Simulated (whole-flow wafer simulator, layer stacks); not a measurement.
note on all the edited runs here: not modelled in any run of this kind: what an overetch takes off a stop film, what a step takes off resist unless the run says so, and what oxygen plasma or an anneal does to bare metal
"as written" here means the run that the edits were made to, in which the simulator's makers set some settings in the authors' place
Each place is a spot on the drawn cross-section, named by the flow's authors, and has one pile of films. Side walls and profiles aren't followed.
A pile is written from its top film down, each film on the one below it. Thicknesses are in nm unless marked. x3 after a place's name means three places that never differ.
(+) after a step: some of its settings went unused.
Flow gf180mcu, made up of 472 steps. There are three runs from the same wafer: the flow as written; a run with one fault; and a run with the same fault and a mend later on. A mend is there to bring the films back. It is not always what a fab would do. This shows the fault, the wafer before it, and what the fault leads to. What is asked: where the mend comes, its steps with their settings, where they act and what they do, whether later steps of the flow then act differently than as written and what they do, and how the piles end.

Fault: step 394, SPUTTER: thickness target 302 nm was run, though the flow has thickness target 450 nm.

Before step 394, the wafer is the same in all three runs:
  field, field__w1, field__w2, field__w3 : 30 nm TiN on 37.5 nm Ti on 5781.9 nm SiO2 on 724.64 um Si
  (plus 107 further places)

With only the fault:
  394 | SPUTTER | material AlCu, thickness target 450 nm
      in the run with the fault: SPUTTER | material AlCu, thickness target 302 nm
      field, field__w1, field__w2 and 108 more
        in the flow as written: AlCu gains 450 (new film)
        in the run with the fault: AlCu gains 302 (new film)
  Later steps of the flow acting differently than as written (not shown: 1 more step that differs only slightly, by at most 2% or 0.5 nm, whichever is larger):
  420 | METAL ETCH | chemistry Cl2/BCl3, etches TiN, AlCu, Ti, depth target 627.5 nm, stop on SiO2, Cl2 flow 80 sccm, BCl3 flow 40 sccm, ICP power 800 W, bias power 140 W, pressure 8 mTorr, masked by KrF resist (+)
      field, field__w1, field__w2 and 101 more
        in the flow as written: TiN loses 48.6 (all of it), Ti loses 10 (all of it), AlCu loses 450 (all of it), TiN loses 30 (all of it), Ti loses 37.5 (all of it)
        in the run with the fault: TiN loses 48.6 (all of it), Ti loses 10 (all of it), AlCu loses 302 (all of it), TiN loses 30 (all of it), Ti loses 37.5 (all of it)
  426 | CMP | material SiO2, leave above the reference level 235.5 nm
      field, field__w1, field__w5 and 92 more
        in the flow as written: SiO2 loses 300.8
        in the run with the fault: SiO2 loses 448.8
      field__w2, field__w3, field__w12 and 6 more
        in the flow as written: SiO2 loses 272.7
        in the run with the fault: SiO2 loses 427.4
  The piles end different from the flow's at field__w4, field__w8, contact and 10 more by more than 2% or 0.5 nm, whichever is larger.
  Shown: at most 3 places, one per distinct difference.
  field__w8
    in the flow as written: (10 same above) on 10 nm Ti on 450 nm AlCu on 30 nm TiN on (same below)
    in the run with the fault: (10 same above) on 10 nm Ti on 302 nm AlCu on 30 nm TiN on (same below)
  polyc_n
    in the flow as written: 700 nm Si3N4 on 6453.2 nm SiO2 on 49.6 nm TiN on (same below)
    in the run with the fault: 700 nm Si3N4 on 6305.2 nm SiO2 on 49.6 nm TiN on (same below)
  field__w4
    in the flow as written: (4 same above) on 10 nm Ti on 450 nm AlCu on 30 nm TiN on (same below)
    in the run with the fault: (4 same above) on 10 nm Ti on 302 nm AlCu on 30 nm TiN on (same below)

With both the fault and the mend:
  After step 394 comes the mend.
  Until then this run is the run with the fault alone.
  394a | SPUTTER | material AlCu, thickness target 148 nm (the flow's step 394 again, with other settings)
      field, field__w1, field__w2 and 108 more
        AlCu gains 148
  Later steps of the flow that are run all act as written at every place that is followed.
  At every place that both follow, the piles at the end match the flow's.
